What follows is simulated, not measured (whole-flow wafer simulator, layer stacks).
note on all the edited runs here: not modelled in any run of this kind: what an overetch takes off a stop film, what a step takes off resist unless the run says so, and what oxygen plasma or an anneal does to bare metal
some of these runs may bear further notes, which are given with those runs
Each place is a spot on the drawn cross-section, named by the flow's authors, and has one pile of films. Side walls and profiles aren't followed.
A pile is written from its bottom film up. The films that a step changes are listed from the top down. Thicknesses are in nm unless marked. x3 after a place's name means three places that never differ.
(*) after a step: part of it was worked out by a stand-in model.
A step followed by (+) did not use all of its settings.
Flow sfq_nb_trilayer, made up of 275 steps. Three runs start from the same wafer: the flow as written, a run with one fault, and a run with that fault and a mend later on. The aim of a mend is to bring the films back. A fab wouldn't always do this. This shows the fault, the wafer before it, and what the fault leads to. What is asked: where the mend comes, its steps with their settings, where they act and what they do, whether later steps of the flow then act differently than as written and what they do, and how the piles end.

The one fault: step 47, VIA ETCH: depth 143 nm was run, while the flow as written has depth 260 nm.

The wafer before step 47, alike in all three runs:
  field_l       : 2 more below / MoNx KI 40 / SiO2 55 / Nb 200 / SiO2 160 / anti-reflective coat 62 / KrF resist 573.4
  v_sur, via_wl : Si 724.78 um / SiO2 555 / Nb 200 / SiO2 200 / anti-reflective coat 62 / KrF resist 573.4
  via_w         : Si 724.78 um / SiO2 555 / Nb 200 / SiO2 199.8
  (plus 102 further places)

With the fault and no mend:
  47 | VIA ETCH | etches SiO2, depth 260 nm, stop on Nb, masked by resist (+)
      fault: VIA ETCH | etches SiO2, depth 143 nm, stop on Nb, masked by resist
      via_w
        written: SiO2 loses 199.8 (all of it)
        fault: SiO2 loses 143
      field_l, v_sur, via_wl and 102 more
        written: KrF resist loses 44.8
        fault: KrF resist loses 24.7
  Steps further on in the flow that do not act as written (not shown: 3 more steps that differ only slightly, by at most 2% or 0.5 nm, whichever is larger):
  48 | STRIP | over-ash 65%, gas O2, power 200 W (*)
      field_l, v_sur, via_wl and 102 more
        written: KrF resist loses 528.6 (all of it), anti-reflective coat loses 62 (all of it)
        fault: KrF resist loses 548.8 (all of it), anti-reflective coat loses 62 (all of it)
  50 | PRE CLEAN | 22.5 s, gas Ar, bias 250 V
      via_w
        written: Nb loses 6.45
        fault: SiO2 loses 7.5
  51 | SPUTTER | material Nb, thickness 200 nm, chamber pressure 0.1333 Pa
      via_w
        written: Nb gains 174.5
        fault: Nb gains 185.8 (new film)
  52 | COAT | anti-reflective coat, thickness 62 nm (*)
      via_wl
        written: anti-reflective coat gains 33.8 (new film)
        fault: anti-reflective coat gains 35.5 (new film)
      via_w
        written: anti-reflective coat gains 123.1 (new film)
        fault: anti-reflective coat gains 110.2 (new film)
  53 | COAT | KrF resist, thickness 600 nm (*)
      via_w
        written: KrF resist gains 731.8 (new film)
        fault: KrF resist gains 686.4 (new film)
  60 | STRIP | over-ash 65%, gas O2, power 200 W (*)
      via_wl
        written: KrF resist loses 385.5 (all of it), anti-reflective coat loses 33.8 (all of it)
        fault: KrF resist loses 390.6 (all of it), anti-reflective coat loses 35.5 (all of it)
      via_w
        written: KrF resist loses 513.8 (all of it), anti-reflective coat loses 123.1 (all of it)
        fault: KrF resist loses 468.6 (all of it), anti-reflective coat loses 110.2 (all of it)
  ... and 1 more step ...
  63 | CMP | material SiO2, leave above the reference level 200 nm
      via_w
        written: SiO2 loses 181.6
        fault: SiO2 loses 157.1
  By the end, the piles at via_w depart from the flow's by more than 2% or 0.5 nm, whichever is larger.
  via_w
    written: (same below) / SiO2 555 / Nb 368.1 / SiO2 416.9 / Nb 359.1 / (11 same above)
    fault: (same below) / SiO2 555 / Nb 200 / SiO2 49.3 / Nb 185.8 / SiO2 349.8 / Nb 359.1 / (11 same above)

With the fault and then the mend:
  The mend follows step 48.
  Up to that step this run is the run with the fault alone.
  48a | COAT | anti-reflective coat, thickness 62 nm (*) (the flow's step 40 again)
      p4_fl x3, p4_w1 x9, p4_g1 x2 and 63 more
        anti-reflective coat gains 62 (new film)
      jj_sur, ce_l, c5j and 9 more
        anti-reflective coat gains 61.8 (new film)
      ln_m5, lsp_m, ln_m6, lsp_r, l0_sur, l0v
        anti-reflective coat gains 61.9 (new film)
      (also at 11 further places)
  48b | COAT | KrF resist, thickness 650 nm (*) (the flow's step 41 again)
      p4_fl x3, p4_w1 x9, p4_g1 x2 and 63 more
        KrF resist gains 650 (new film)
      res, r_end, moat and 8 more
        KrF resist gains 649.6 (new film)
      ce_l, c5j, ce_r
        KrF resist gains 649.4 (new film)
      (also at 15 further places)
  48c | SOFTBAKE | KrF resist (the flow's step 42 again)
      does not change any film at any place that is followed
  48d | EXPOSE | photomask I0, dose 11.91 mJ/cm2, NA 0.6, wavelength 248 nm (*) (the flow's step 43 again)
      does not change any film at any place that is followed
  48e | PEB | KrF resist, 90 s (the flow's step 44 again)
      be_sur, gap, jj_sur and 94 more
        KrF resist loses 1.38
      field_l, v_sur, via_sp
        KrF resist loses 1.36
      via_v, wire, be
        KrF resist loses 1.37
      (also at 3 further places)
  48f | DEVELOP | KrF resist, thickness 650 nm, 60 s (the flow's step 45 again)
      field_l, v_sur, via_wl and 102 more
        KrF resist loses 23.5
      via_w
        KrF resist loses 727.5 (all of it)
  48g | VIA ETCH | etches anti-reflective coat, depth 125 nm, masked by resist (+) (the flow's step 46 again)
      field_l, v_sur, via_wl and 102 more
        KrF resist loses 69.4
      via_w
        anti-reflective coat loses 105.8 (all of it), SiO2 loses 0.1
  48h | VIA ETCH | etches SiO2, depth 117 nm, stop on Nb, masked by resist (+) (the flow's step 47 again, with other settings)
      field_l, v_sur, via_wl and 102 more
        KrF resist loses 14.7
      via_w
        SiO2 loses 56.7 (all of it)
  48i | STRIP | over-ash 65%, gas O2, power 200 W (*) (the flow's step 48 again)
      p4_fl x3, p4_w1 x9, p4_g1 x2 and 63 more
        KrF resist loses 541 (all of it), anti-reflective coat loses 62 (all of it)
      ln_m5, lsp_m, ln_m6, lsp_r, l0_sur
        KrF resist loses 540.6 (all of it), anti-reflective coat loses 61.9 (all of it)
      r_end, moat, field_r, lsp_l
        KrF resist loses 540.6 (all of it), anti-reflective coat loses 61.8 (all of it)
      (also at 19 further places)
  None of the later steps of the flow differs from how it acts as written, at any place that is followed, by more than 2% or 0.5 nm, whichever is larger.
  At the end the piles are close to the flow's at the places that both follow, differing by at most 2% or 0.5 nm, whichever is larger.
